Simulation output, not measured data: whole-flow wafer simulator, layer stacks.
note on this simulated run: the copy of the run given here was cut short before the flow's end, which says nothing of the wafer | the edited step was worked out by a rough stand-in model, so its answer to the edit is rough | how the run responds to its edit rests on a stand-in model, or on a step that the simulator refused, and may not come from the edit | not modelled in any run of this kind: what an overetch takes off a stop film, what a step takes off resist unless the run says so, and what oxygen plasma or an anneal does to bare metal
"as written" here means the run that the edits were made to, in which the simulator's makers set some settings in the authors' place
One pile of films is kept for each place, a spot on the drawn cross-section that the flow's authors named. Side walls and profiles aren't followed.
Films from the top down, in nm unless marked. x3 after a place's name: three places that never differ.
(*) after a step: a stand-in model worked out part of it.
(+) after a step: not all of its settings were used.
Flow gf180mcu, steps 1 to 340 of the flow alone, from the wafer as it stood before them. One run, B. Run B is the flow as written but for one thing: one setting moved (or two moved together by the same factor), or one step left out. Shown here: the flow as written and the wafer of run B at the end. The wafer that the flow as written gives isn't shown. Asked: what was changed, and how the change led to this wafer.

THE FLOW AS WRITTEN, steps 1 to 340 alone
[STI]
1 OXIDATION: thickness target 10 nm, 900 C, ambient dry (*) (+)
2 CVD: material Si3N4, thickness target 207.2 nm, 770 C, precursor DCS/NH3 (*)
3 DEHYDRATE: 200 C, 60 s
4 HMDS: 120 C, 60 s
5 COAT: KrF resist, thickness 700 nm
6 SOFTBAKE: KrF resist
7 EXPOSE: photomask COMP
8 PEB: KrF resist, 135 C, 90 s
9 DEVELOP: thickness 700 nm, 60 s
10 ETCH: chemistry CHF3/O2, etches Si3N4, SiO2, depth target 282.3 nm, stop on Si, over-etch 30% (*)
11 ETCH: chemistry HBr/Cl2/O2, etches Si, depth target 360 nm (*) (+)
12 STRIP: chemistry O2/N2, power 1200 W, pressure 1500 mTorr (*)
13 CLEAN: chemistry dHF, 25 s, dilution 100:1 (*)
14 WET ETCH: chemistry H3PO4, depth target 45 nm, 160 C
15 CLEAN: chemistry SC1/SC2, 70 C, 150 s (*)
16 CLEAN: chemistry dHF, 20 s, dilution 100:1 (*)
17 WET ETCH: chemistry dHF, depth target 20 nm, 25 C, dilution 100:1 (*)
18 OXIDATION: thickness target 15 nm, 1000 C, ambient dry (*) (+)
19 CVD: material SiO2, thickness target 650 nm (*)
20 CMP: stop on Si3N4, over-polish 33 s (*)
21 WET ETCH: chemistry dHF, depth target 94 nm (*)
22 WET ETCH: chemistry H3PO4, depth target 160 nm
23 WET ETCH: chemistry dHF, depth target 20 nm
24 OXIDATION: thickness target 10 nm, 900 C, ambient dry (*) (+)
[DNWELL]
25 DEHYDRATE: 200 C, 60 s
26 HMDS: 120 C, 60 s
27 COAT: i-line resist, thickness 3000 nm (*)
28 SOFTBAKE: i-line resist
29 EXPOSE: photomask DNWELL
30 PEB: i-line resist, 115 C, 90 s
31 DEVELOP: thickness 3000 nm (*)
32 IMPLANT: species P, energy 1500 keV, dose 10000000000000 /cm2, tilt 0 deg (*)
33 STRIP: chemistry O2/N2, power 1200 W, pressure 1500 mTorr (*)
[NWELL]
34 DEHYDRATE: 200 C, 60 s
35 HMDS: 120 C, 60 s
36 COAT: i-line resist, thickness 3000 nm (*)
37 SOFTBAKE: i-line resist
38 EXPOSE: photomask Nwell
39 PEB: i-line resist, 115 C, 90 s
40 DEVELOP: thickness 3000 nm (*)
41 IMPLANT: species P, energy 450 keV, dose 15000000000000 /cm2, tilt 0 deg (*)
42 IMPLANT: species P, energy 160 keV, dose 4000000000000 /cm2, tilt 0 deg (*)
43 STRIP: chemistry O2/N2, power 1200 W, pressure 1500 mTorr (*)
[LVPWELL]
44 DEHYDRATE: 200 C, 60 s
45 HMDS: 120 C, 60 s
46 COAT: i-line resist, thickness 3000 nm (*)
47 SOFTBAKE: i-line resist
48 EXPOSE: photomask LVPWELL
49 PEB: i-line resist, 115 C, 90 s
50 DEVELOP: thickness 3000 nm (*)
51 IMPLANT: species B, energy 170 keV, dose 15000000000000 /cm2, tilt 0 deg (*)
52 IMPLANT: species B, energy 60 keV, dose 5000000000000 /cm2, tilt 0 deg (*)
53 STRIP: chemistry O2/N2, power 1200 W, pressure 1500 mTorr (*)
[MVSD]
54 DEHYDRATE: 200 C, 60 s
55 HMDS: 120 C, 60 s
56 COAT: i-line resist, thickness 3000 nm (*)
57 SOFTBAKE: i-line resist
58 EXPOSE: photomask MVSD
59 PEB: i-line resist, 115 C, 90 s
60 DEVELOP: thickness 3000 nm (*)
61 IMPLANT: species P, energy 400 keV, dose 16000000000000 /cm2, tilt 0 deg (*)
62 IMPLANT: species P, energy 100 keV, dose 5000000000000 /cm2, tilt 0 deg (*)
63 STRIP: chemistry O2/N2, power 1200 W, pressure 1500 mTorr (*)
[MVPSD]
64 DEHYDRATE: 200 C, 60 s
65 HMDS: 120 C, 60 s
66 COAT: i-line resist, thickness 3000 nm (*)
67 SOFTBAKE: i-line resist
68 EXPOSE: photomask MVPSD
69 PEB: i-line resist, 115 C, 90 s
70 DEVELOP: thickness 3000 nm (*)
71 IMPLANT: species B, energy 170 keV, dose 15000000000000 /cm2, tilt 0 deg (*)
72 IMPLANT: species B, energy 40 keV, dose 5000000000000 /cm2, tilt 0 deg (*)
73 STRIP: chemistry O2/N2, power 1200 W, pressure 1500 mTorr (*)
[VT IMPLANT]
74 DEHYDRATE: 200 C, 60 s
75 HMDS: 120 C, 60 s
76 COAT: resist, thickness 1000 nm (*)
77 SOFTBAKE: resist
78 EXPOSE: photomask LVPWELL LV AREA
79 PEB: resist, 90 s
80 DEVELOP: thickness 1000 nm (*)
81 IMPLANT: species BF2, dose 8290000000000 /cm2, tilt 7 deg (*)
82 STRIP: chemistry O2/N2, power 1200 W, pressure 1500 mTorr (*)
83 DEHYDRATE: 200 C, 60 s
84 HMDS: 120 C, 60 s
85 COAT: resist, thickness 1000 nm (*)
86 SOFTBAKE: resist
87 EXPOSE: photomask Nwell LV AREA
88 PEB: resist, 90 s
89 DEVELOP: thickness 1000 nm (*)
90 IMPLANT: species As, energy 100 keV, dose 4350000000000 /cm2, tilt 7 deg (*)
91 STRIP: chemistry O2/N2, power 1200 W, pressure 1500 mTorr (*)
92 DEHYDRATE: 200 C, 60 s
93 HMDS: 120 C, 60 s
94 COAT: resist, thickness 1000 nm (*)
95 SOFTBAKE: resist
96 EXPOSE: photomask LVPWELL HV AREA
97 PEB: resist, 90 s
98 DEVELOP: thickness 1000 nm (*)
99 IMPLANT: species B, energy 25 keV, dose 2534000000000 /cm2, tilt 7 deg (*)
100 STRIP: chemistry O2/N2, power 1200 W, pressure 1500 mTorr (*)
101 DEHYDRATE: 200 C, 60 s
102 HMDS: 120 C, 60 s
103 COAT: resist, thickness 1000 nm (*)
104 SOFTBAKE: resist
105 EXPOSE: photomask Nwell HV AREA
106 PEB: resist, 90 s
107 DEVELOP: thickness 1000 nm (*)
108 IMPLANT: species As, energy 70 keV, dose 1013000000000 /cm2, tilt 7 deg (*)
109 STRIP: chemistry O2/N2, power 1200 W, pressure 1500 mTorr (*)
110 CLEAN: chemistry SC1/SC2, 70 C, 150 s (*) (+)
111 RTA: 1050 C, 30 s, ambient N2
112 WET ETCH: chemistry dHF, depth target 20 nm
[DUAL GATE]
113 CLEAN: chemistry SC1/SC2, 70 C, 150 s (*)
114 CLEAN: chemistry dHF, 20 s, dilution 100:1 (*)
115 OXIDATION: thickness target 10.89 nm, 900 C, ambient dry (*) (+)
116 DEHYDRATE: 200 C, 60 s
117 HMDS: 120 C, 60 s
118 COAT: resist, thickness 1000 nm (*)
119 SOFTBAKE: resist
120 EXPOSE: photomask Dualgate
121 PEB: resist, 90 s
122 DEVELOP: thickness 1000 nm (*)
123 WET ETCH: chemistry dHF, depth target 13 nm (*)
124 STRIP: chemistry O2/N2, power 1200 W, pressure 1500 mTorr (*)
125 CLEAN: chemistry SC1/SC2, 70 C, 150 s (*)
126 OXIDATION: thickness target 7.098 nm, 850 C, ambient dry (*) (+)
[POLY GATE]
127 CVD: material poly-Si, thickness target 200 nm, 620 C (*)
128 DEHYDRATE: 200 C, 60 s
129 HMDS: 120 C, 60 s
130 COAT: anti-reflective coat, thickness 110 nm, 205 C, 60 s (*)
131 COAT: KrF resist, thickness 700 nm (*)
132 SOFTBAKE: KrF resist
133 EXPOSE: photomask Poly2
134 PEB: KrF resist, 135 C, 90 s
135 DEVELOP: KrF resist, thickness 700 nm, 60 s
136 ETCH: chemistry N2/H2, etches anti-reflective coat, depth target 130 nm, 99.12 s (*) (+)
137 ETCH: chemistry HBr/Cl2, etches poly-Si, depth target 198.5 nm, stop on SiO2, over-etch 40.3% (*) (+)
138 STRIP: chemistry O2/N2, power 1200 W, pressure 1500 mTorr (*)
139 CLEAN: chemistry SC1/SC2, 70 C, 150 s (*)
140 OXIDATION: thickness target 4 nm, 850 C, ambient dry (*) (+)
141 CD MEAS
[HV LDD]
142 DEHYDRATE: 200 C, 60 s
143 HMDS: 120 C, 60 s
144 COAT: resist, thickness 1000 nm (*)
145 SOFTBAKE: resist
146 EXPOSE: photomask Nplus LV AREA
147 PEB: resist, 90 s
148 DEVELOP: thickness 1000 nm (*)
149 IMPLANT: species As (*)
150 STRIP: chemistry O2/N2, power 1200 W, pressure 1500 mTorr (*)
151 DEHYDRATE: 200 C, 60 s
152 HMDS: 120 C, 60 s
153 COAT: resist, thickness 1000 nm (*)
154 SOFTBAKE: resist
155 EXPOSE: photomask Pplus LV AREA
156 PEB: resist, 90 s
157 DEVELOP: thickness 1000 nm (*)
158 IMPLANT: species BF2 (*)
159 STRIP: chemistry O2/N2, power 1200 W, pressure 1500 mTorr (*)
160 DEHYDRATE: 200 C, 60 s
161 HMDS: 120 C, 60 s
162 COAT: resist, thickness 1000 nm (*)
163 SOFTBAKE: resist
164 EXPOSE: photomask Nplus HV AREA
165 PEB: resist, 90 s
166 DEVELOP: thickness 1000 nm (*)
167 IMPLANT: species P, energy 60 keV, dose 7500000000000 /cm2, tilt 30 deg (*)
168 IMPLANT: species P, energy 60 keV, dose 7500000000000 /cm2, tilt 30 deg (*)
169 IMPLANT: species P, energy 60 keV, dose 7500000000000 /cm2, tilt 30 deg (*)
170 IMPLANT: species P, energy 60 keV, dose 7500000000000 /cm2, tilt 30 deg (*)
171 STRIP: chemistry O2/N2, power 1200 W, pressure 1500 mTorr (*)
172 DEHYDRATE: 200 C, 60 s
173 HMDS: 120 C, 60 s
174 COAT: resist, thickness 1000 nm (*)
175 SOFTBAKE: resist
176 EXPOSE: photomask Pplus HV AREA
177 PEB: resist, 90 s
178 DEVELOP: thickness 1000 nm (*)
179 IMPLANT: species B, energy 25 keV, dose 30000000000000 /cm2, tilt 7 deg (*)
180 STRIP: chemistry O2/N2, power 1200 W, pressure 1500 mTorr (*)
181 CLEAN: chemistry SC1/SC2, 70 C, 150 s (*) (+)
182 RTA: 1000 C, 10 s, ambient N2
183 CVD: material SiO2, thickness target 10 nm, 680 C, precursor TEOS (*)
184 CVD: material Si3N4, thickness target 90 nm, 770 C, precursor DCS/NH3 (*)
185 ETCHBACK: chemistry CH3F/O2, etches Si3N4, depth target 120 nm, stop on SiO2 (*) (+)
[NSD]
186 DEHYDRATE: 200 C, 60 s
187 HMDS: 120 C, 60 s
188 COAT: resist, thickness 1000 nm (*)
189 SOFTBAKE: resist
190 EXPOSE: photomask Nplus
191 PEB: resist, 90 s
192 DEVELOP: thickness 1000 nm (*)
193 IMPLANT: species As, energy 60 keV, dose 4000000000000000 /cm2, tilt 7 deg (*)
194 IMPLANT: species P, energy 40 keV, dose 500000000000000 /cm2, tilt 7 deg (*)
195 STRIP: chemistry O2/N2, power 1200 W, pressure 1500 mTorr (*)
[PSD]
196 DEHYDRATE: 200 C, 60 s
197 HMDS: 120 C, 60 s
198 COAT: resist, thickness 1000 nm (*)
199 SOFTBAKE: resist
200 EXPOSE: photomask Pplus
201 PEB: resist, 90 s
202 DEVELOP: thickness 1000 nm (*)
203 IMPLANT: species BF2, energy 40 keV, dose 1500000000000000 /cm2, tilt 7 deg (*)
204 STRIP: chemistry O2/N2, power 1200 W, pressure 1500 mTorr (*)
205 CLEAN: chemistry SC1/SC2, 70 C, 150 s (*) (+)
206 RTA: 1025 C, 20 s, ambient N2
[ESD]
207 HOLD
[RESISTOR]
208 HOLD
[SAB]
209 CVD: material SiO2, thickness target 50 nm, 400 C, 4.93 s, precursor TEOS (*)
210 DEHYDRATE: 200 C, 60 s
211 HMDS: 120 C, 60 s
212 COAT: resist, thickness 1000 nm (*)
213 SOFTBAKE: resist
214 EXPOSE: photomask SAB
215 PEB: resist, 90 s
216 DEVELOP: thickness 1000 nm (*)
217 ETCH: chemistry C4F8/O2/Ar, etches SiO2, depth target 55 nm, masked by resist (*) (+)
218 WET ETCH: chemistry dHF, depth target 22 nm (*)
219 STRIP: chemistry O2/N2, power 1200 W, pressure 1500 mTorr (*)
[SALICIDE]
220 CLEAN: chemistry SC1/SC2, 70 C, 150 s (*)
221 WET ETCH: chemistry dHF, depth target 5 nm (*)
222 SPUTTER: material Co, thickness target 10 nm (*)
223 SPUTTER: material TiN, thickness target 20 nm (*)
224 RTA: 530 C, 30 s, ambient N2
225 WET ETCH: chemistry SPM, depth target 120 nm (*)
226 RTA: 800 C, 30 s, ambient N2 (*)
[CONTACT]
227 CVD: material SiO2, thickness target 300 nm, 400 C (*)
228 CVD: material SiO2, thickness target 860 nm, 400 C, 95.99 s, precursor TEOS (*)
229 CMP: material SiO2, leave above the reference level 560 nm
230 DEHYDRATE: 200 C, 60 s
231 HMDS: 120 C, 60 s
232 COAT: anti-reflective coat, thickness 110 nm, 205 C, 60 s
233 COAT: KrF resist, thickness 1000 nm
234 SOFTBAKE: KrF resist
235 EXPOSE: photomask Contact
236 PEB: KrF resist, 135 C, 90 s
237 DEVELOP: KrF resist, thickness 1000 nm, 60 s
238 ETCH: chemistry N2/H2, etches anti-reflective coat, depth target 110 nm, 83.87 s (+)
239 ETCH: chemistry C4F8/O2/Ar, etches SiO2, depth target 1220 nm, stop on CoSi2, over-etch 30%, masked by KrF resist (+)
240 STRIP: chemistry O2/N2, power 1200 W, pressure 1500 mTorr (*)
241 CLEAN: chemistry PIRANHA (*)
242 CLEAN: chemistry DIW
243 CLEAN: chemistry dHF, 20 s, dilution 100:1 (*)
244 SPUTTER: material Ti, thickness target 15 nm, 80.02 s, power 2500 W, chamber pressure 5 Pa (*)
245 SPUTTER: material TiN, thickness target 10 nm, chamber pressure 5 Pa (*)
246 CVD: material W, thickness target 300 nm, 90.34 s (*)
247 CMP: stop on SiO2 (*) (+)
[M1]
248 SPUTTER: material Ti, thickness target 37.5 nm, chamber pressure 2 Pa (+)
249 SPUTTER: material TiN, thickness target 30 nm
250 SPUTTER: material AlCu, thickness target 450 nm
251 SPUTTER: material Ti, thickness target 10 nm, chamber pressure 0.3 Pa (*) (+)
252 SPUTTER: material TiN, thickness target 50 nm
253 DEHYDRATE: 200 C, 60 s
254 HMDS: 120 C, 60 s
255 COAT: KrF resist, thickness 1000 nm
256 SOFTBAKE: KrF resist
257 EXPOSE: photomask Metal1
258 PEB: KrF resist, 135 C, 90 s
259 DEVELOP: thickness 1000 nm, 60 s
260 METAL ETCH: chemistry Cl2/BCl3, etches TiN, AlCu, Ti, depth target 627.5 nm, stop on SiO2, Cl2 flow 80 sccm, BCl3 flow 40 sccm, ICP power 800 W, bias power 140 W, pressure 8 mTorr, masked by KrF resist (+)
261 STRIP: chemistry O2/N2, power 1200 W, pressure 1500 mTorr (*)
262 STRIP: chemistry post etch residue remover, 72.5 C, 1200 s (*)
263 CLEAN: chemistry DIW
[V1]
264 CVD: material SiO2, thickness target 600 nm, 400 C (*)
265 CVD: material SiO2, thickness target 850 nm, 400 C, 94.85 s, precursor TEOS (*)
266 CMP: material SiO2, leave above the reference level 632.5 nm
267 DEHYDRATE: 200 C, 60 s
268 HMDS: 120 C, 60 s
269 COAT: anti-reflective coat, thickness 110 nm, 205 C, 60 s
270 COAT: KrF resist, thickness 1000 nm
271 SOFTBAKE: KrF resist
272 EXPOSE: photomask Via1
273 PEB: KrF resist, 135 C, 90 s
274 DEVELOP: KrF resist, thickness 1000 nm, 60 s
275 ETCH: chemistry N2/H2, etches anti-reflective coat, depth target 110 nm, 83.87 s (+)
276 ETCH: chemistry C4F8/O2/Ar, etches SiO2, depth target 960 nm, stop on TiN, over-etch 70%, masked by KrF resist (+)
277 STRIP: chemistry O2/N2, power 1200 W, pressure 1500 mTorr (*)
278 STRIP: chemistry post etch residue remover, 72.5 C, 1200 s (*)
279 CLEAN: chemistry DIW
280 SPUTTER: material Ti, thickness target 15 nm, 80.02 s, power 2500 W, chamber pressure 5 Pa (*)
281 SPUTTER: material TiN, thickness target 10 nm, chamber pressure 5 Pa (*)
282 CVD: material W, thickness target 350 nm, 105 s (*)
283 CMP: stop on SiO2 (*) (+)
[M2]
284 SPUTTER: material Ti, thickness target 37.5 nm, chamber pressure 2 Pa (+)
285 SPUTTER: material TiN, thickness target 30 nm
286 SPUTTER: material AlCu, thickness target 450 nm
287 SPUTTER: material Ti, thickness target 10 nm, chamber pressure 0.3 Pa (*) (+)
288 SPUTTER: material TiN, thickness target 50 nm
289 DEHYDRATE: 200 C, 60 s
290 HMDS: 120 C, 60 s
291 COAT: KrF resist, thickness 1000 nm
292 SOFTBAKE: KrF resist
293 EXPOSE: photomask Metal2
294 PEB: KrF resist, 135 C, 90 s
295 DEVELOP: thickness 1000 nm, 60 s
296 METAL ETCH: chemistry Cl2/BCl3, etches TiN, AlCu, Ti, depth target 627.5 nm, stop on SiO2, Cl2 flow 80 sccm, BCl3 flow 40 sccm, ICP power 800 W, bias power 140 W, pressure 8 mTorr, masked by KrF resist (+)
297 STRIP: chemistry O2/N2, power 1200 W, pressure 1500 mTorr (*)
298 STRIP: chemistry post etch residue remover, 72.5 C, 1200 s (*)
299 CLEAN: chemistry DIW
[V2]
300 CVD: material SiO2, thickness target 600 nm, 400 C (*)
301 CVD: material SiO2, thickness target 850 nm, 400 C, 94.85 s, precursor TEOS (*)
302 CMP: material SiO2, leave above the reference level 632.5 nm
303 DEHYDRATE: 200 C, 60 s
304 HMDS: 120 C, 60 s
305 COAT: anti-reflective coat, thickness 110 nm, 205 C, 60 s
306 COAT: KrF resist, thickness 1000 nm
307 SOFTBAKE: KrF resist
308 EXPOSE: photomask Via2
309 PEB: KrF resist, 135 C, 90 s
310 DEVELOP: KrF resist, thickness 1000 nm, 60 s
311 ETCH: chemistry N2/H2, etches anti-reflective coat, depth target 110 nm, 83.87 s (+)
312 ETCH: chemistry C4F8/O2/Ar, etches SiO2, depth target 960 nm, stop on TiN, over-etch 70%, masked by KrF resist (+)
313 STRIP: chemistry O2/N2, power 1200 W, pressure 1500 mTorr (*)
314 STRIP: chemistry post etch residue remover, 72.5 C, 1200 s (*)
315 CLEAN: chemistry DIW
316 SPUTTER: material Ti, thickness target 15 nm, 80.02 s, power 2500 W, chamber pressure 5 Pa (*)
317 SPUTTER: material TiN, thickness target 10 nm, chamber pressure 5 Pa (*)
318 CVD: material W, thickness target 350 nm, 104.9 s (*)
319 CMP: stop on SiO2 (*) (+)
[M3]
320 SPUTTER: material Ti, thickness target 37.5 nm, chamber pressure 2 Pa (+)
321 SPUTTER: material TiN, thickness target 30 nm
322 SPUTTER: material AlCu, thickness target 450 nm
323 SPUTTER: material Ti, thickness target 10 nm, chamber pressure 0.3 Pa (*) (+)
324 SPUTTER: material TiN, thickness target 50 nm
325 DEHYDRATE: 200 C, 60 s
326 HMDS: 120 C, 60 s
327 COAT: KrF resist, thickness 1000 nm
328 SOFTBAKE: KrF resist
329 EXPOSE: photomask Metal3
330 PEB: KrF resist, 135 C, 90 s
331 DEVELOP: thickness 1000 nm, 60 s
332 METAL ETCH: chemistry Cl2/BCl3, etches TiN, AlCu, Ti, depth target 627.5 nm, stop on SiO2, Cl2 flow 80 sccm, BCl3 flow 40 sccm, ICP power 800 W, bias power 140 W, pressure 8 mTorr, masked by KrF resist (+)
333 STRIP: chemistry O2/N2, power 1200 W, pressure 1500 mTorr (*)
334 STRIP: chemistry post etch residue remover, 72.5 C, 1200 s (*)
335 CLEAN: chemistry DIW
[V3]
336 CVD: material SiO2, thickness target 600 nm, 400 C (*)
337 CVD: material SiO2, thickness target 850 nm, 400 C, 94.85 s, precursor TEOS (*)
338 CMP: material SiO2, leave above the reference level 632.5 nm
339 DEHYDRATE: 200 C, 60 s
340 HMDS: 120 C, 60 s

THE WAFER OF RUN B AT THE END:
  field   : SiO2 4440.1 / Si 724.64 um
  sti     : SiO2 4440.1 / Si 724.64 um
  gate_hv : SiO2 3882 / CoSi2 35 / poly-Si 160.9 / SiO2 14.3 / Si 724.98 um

The cause: step 337, CVD: 37.94 s was run, where the flow has 94.85 s.

How the change led to this, step by step:
  337 CVD: material SiO2, thickness target 850 nm, 400 C, 94.85 s, precursor TEOS (*)
      field, field__w1, field__w2 and 108 more: SiO2 +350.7 (as written it would be: SiO2 +850)
  338 CMP: material SiO2, leave above the reference level 632.5 nm
      field, field__w1, field__w2 and 103 more: nothing (as written it would be: SiO2 -300)
      field__w8, contact, m1, m1__w1, m1_nw: SiO2 -377.7 (as written it would be: SiO2 -877.1)
